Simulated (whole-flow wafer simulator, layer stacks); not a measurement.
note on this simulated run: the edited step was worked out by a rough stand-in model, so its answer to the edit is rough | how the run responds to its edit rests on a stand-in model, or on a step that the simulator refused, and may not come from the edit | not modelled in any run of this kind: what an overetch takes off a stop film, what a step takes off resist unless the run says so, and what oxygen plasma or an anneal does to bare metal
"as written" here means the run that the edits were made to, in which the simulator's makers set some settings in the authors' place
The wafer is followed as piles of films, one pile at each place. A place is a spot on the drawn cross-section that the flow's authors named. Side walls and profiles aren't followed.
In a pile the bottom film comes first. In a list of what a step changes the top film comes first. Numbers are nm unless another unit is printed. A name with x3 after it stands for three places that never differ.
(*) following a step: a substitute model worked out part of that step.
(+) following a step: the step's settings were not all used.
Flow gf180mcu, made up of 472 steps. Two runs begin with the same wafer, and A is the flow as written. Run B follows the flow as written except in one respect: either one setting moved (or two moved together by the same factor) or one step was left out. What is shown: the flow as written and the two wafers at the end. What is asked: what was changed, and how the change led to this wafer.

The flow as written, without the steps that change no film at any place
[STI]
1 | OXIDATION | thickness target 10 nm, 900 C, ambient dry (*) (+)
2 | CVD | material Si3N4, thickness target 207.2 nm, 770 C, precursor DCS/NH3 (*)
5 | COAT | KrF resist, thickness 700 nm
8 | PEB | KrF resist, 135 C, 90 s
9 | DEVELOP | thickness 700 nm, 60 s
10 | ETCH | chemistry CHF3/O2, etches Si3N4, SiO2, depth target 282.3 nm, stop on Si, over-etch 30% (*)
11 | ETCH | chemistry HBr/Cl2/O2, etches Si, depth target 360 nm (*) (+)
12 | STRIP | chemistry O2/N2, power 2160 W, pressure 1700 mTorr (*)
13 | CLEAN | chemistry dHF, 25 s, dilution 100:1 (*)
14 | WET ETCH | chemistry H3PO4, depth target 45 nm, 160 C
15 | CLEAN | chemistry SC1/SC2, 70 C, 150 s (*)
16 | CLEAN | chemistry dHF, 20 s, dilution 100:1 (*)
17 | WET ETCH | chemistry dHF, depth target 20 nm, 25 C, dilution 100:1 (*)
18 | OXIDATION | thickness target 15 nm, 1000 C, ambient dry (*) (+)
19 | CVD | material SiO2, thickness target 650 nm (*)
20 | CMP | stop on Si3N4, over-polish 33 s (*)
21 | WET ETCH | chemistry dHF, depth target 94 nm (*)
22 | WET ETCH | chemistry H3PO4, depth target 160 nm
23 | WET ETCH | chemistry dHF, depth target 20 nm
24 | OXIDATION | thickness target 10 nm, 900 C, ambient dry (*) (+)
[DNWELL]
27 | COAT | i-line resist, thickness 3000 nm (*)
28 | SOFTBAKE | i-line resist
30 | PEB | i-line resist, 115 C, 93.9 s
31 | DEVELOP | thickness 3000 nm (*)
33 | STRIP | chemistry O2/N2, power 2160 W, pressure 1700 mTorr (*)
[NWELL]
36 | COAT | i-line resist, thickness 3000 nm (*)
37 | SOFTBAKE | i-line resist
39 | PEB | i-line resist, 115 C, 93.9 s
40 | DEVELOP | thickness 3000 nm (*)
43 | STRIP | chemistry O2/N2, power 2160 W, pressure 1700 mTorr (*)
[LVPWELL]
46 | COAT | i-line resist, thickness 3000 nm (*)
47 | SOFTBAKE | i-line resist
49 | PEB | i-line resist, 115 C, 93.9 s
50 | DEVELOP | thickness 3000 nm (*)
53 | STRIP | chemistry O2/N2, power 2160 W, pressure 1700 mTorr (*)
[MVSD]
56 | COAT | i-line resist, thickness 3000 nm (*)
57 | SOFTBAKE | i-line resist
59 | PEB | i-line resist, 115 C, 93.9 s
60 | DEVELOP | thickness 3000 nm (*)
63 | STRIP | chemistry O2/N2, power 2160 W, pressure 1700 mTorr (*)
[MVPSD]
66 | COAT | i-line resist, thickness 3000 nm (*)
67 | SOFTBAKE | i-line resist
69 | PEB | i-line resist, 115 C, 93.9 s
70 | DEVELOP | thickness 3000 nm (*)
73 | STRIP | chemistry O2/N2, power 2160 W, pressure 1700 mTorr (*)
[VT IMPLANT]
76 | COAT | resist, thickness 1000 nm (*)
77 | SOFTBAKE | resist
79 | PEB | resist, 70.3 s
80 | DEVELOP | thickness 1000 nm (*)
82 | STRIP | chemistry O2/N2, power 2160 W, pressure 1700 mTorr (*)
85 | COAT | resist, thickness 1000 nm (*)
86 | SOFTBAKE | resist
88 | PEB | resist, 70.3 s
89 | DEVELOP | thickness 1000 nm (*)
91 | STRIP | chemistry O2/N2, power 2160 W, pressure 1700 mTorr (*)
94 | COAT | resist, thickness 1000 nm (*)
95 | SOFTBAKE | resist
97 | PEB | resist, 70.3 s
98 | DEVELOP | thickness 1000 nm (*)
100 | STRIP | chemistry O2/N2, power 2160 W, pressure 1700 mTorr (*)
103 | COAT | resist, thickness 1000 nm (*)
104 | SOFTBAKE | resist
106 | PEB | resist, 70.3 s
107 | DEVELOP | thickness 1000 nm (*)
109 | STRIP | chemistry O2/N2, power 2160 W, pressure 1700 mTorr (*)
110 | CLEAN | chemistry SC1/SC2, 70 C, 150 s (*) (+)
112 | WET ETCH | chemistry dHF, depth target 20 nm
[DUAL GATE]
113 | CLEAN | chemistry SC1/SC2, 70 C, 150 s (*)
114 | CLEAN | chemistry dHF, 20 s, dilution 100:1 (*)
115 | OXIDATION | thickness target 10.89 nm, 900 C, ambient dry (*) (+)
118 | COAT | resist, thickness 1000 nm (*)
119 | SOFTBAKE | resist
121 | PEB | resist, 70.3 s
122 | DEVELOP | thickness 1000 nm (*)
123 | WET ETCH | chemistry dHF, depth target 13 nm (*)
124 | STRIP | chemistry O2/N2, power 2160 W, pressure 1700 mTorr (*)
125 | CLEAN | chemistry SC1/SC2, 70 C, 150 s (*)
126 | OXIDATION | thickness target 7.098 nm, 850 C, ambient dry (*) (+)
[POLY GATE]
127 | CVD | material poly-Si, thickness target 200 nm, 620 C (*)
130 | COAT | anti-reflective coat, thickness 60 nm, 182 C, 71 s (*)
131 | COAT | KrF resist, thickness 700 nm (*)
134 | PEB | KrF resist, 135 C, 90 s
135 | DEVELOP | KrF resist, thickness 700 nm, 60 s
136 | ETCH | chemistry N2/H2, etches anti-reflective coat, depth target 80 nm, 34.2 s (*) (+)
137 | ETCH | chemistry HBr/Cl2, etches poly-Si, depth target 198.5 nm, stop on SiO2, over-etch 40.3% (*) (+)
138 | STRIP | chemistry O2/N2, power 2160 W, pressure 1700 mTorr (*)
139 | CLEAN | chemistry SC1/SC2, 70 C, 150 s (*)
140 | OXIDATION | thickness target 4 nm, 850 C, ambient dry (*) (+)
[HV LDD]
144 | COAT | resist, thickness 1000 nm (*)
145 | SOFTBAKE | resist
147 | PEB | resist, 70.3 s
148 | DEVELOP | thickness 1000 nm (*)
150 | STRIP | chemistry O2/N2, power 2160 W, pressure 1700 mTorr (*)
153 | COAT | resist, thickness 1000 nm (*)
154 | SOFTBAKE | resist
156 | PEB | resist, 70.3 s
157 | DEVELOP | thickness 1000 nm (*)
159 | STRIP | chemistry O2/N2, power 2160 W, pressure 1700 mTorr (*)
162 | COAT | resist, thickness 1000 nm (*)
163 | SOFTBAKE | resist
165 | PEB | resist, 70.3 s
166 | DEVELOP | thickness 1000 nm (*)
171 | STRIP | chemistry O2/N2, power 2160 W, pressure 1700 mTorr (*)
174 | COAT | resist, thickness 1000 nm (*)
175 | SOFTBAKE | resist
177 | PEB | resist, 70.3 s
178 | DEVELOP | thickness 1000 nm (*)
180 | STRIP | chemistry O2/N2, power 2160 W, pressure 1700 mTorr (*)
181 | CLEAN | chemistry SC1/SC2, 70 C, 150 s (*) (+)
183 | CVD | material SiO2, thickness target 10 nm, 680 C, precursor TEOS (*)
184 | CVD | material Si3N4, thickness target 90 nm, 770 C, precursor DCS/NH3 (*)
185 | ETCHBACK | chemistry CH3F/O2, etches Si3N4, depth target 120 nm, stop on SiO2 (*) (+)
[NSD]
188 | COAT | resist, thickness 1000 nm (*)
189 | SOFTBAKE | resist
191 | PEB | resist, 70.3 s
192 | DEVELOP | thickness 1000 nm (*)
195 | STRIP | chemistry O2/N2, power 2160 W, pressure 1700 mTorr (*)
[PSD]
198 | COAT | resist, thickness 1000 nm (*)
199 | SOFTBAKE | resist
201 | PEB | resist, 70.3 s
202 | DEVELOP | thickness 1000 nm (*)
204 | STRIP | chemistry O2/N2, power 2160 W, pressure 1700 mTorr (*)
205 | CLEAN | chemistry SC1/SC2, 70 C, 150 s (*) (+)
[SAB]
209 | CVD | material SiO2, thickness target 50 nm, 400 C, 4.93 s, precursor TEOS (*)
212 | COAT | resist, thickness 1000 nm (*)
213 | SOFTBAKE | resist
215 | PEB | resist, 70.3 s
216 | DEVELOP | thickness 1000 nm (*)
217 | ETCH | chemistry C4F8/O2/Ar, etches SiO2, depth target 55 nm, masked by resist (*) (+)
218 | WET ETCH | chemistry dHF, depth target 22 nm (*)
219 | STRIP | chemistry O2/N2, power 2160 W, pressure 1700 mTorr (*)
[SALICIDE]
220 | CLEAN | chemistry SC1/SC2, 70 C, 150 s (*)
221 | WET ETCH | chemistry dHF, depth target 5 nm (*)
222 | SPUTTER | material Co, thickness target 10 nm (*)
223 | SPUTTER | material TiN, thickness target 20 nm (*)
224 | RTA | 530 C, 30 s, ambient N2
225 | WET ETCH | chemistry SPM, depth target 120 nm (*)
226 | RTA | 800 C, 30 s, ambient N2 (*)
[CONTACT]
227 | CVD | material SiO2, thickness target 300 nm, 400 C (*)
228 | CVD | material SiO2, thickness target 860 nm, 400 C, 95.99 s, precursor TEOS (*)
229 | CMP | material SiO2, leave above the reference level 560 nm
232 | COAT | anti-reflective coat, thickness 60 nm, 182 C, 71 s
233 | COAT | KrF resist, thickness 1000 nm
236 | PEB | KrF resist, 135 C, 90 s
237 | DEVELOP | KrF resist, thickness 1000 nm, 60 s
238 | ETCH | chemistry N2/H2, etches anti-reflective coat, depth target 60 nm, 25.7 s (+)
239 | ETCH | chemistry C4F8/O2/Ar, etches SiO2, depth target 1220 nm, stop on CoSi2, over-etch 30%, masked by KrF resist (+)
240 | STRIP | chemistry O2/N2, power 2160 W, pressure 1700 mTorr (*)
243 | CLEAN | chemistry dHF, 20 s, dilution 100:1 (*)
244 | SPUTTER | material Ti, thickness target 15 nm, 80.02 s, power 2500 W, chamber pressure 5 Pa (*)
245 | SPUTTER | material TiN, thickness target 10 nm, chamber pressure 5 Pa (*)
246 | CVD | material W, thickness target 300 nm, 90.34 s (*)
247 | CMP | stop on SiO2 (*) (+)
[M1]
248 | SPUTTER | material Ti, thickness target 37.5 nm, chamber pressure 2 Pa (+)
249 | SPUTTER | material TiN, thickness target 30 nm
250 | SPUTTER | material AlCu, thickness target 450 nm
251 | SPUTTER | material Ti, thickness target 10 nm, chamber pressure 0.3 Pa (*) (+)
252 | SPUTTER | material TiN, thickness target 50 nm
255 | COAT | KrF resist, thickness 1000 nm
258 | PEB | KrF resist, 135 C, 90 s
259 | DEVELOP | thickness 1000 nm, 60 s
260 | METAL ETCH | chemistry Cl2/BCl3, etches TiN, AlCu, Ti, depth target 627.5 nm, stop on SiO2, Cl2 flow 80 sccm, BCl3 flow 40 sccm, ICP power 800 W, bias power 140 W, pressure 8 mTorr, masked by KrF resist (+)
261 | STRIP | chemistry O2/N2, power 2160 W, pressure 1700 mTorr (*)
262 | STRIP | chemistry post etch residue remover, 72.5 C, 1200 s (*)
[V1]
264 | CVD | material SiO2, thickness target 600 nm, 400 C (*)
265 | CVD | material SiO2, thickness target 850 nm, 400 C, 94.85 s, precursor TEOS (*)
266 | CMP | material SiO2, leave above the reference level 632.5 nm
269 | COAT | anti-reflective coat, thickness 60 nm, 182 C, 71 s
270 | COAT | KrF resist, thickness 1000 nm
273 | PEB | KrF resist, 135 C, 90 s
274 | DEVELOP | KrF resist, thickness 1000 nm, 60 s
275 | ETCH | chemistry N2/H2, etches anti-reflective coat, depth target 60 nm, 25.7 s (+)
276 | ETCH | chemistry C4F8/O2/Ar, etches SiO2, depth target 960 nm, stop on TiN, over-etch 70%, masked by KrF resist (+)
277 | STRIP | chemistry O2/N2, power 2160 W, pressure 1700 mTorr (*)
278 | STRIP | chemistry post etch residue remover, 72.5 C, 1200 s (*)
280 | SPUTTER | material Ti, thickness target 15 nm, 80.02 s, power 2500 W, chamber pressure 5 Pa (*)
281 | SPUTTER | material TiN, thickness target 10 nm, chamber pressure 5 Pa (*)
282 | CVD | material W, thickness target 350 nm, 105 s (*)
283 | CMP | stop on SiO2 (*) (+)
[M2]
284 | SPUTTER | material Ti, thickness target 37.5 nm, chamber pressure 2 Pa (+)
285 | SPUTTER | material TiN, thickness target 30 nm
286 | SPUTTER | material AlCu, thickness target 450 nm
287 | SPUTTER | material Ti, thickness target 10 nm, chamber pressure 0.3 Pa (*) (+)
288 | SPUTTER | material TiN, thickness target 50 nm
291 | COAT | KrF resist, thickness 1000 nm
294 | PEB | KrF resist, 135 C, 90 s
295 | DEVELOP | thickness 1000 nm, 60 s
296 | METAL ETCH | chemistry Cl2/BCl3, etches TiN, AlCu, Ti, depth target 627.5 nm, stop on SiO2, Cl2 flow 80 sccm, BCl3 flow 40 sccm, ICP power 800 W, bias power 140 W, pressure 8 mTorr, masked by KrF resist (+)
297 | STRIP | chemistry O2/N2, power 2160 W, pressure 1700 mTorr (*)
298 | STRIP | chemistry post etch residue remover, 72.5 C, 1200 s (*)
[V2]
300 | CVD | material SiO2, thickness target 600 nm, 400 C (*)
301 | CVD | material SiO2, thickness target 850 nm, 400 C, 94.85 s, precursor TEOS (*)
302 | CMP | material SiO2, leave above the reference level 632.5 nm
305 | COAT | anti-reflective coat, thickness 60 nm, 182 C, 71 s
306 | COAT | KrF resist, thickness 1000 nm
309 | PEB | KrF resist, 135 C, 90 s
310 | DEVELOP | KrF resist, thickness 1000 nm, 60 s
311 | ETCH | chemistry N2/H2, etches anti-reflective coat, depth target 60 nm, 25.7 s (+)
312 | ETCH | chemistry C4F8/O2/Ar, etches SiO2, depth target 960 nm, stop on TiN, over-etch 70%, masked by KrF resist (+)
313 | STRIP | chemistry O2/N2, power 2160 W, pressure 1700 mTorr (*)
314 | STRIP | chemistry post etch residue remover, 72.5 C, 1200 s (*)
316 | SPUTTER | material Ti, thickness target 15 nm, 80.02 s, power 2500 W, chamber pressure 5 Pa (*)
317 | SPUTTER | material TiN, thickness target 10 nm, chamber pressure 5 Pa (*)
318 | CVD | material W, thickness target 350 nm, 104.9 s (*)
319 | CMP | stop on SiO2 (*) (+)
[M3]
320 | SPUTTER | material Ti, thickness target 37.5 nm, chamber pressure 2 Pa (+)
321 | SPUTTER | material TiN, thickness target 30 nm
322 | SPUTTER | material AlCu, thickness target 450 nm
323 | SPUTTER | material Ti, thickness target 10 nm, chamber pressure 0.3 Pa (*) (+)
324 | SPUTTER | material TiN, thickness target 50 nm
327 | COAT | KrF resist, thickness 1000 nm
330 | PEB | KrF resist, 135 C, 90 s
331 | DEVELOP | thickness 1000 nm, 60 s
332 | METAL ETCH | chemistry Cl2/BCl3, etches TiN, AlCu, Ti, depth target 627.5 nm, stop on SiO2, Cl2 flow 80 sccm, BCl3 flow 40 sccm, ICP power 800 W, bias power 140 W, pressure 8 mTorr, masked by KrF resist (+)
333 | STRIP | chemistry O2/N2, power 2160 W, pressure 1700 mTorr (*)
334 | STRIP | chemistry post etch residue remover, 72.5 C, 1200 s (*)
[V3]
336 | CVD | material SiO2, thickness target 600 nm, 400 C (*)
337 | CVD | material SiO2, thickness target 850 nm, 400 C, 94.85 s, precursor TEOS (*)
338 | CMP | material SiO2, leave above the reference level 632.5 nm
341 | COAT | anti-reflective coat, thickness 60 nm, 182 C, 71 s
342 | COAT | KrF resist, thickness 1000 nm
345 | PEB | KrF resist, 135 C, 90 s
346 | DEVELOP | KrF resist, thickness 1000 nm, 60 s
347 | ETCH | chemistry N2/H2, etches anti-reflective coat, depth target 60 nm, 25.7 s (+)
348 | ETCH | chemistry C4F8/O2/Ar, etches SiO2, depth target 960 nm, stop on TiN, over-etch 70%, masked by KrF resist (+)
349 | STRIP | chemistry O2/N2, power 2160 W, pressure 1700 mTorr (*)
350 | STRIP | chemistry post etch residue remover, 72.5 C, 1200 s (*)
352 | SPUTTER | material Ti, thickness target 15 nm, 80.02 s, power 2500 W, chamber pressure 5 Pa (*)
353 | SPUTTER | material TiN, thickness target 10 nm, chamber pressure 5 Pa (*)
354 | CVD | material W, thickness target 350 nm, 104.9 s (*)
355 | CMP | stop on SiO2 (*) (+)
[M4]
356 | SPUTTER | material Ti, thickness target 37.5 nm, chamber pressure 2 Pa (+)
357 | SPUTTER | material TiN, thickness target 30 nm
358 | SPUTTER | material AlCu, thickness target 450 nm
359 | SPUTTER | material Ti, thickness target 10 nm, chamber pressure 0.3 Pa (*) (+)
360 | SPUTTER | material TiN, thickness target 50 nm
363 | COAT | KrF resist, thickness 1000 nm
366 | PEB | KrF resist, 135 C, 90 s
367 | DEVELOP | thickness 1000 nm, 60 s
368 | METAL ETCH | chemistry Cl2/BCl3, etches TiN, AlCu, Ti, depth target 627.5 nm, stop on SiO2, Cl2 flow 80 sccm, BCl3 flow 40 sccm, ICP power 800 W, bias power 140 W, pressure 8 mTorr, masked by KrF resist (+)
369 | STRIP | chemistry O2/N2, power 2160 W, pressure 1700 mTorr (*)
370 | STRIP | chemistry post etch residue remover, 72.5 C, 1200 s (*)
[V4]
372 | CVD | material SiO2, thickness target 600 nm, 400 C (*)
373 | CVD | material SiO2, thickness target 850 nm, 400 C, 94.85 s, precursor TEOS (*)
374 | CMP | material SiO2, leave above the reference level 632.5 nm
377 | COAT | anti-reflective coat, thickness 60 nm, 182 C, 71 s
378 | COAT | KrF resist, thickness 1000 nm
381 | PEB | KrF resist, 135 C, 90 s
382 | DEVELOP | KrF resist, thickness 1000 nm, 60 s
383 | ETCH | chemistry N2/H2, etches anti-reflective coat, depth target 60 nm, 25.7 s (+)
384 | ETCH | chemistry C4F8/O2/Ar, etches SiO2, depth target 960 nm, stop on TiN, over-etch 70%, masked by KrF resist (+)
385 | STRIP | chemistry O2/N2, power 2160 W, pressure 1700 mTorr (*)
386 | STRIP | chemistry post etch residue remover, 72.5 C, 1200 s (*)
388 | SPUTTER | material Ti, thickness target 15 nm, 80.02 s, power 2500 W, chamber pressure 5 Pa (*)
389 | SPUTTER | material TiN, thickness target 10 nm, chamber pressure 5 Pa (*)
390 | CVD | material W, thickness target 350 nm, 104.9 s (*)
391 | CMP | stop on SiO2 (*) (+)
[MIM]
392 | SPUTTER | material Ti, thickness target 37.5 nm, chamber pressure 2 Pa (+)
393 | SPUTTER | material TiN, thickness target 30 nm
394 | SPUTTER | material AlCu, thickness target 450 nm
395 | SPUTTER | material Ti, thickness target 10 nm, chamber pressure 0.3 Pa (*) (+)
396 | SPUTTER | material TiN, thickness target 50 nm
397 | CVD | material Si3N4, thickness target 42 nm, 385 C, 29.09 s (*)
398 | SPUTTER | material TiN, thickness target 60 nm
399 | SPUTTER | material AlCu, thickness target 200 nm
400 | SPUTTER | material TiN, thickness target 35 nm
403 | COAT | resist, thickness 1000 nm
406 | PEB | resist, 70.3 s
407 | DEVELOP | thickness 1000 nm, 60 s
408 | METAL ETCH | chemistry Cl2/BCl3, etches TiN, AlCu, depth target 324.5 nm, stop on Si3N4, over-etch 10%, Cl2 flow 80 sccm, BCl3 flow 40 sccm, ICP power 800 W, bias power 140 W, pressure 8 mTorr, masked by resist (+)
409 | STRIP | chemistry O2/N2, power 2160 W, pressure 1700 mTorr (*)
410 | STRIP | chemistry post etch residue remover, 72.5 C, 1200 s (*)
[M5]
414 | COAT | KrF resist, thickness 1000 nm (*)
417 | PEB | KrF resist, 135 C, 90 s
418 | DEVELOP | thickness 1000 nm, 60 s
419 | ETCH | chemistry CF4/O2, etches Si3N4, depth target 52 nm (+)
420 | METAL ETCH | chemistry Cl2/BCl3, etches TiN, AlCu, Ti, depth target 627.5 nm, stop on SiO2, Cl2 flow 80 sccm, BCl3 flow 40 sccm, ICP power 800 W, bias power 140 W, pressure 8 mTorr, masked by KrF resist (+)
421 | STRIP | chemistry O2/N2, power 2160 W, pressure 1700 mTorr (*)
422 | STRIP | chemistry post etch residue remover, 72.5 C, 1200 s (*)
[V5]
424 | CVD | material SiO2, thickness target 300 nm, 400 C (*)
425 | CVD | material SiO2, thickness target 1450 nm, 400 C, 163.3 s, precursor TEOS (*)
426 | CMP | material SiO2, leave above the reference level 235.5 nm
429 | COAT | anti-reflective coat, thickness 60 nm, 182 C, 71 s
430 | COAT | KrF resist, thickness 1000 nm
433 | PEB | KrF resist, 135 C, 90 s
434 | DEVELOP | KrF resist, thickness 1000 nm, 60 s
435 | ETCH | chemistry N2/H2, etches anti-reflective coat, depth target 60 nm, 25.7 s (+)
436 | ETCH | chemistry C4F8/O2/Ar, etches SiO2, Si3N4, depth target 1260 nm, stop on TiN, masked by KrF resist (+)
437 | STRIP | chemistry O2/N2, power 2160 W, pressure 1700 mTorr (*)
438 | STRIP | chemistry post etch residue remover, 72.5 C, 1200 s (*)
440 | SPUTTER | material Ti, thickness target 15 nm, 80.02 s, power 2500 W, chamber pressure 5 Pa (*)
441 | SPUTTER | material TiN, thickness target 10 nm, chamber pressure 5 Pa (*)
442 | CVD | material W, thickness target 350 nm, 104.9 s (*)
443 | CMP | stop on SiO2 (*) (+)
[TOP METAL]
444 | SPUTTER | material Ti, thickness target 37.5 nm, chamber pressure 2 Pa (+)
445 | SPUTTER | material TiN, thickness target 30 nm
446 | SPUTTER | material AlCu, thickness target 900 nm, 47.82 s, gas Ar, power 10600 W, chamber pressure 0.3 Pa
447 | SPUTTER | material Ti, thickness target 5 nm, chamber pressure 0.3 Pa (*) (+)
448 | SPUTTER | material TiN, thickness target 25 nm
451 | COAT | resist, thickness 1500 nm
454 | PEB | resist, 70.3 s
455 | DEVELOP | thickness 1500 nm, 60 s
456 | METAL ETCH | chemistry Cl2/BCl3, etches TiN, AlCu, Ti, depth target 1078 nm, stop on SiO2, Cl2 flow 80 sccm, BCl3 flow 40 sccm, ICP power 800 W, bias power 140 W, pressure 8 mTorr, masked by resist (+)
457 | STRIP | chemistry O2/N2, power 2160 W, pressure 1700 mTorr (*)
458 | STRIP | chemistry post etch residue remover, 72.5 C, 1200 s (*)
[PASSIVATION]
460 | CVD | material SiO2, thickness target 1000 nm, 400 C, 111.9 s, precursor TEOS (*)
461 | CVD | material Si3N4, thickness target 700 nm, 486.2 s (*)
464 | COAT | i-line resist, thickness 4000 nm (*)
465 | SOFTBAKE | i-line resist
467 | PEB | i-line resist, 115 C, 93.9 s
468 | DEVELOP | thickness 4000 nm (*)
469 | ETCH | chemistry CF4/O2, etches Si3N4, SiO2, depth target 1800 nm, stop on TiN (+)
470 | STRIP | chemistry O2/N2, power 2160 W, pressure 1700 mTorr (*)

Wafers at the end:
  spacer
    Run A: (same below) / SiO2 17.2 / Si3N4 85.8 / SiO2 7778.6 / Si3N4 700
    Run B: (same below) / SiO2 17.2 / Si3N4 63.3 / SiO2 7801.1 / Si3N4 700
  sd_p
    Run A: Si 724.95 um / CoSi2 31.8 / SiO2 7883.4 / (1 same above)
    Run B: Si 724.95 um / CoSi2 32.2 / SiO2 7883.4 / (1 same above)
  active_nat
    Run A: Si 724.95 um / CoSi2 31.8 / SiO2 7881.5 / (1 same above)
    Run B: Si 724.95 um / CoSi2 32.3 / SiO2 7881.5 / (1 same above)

Cause: step 184, CVD: thickness target 67.5 nm was run, while the flow as written has thickness target 90 nm.

The path from the change to this, step by step:
  184 | CVD | material Si3N4, thickness target 90 nm, 770 C, precursor DCS/NH3 (*)
      field, field__w1, field__w2 and 101 more: A Si3N4 gains 90 (new film) | B Si3N4 gains 67.5 (new film)
  185 | ETCHBACK | chemistry CH3F/O2, etches Si3N4, depth target 120 nm, stop on SiO2 (*) (+)
      field, field__w1, field__w2 and 98 more: A Si3N4 loses 90 (all of it), SiO2 loses 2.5 | B Si3N4 loses 67.5 (all of it), SiO2 loses 4.38
      p_well, sd_n: A Si3N4 loses 90 (all of it), SiO2 loses 2.5 | B Si3N4 loses 67.5 (all of it), SiO2 loses 4.37
  188 | COAT | resist, thickness 1000 nm (*)
      spacer: A resist gains 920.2 (new film) | B resist gains 940.7 (new film)
  189 | SOFTBAKE | resist
      field: A resist gains 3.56 | B resist loses 0.35
      nw_enc_fld: A resist gains 2.84 | B resist gains 1
      (and at 1 other place as well)
  192 | DEVELOP | thickness 1000 nm (*)
      spacer: A resist loses 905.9 (all of it) | B resist loses 926 (all of it)
  195 | STRIP | chemistry O2/N2, power 2160 W, pressure 1700 mTorr (*)
      field: A resist loses 1026.7 (all of it) | B resist loses 1006.1 (all of it)
  198 | COAT | resist, thickness 1000 nm (*)
      spacer: A resist gains 920.2 (new film) | B resist gains 940.7 (new film)
  199 | SOFTBAKE | resist
      field: A resist gains 3.56 | B resist loses 0.35
      nw_enc_fld: A resist gains 4.22 | B resist gains 1.96
      (and at 1 other place as well)
  204 | STRIP | chemistry O2/N2, power 2160 W, pressure 1700 mTorr (*)
      field: A resist loses 1026.7 (all of it) | B resist loses 1006.1 (all of it)
      spacer: A resist loses 905.9 (all of it) | B resist loses 926 (all of it)
  212 | COAT | resist, thickness 1000 nm (*)
      spacer: A resist gains 919.4 (new film) | B resist gains 939.8 (new film)
  213 | SOFTBAKE | resist
      field__w5: A resist gains 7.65 | B resist gains 7.13
  216 | DEVELOP | thickness 1000 nm (*)
      spacer: A resist loses 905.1 (all of it) | B resist loses 925.1 (all of it)
  218 | WET ETCH | chemistry dHF, depth target 22 nm (*)
      gate, gate_hv, gate_p and 23 more: A SiO2 loses 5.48 (all of it) | B SiO2 loses 3.6 (all of it)
      active, p_well, sd_n, iso_ptap_pw, iso_ntap_nw, iso_ptap_sub, vpnp_e: A SiO2 loses 9.01 (all of it) | B SiO2 loses 7.14 (all of it)
      (and at 16 other places as well)
  222 | SPUTTER | material Co, thickness target 10 nm (*)
      field__w2: A Co gains 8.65 (new film) | B Co gains 9.18 (new film)
      field__w3: A Co gains 8.06 (new film) | B Co gains 8.74 (new film)
      (and at 1 other place as well)
  223 | SPUTTER | material TiN, thickness target 20 nm (*)
      field__w2: A TiN gains 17 (new film) | B TiN gains 18.1 (new film)
      field__w3: A TiN gains 15.7 (new film) | B TiN gains 17.2 (new film)
      (and at 6 other places as well)
  224 | RTA | 530 C, 30 s, ambient N2
      ld_sd_n: A under 1 film: CoSi gains 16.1 (new film), Co loses 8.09 (all of it), Si loses 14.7 | B under 1 film: CoSi gains 16.7 (new film), Co loses 8.42 (all of it), Si loses 15.3
      ld_drn_n: A under 1 film: CoSi gains 17.9 (new film), Co loses 9.02 (all of it), Si loses 16.4 | B under 1 film: CoSi gains 18.6 (new film), Co loses 9.35 (all of it), Si loses 16.9
      (and at 1 other place as well)
  ... 2 other steps ...
  229 | CMP | material SiO2, leave above the reference level 560 nm
      spacer: A SiO2 loses 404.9 | B SiO2 loses 382.4
